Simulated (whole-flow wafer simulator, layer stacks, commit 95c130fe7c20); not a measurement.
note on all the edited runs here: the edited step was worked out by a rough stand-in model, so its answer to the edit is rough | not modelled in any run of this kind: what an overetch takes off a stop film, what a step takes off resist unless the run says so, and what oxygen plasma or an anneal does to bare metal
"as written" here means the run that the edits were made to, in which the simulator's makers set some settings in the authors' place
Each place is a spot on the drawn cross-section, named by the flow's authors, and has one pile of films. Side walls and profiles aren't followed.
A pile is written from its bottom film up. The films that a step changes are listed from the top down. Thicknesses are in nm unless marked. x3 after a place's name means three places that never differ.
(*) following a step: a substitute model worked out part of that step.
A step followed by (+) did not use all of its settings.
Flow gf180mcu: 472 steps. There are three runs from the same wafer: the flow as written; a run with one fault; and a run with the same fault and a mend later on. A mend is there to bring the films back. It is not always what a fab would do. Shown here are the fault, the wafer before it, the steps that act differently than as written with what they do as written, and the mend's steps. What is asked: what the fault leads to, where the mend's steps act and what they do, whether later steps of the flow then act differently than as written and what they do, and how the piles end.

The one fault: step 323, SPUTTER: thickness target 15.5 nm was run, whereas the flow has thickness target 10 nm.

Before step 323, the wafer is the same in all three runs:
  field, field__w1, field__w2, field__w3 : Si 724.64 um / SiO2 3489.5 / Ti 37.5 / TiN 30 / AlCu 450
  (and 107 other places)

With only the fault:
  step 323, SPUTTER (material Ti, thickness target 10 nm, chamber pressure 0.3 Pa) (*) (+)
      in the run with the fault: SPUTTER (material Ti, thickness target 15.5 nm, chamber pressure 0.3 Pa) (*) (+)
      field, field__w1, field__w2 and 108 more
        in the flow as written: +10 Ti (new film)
        in the run with the fault: +15.5 Ti (new film)
  Steps further on in the flow that do not act as written (not shown: 5 more steps that differ only slightly, by at most 2% or 0.5 nm, whichever is larger):
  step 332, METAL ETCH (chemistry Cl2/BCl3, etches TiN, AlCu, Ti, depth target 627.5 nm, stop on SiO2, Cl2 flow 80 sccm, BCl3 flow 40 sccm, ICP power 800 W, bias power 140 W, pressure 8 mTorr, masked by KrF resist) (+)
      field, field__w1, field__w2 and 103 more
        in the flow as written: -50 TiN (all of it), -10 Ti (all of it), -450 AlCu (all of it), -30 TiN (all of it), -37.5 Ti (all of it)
        in the run with the fault: -50 TiN (all of it), -15.5 Ti (all of it), -450 AlCu (all of it), -30 TiN (all of it), -37.5 Ti (all of it)
  By the end, the piles at field__w8, contact, m1, m1__w1, m1_nw depart from the flow's by more than 2% or 0.5 nm, whichever is larger.
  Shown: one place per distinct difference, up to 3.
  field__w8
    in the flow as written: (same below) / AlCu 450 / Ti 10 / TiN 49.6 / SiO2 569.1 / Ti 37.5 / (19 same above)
    in the run with the fault: (same below) / AlCu 450 / Ti 15.5 / TiN 49.6 / SiO2 563.6 / Ti 37.5 / (19 same above)
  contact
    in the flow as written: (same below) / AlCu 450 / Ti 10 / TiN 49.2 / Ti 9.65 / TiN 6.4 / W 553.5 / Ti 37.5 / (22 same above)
    in the run with the fault: (same below) / AlCu 450 / Ti 15.5 / TiN 49.2 / Ti 9.68 / TiN 6.42 / W 547.9 / Ti 37.5 / (22 same above)

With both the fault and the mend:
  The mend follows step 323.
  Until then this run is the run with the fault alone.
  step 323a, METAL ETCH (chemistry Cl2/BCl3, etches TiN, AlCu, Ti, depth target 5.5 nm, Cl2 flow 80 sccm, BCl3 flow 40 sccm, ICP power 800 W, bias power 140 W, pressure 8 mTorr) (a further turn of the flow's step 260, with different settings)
      field, field__w1, field__w2 and 108 more
        -5.5 Ti
  Every later step of the flow that is run acts as written at every place that is followed.
  At every place that both follow, the piles at the end match the flow's.
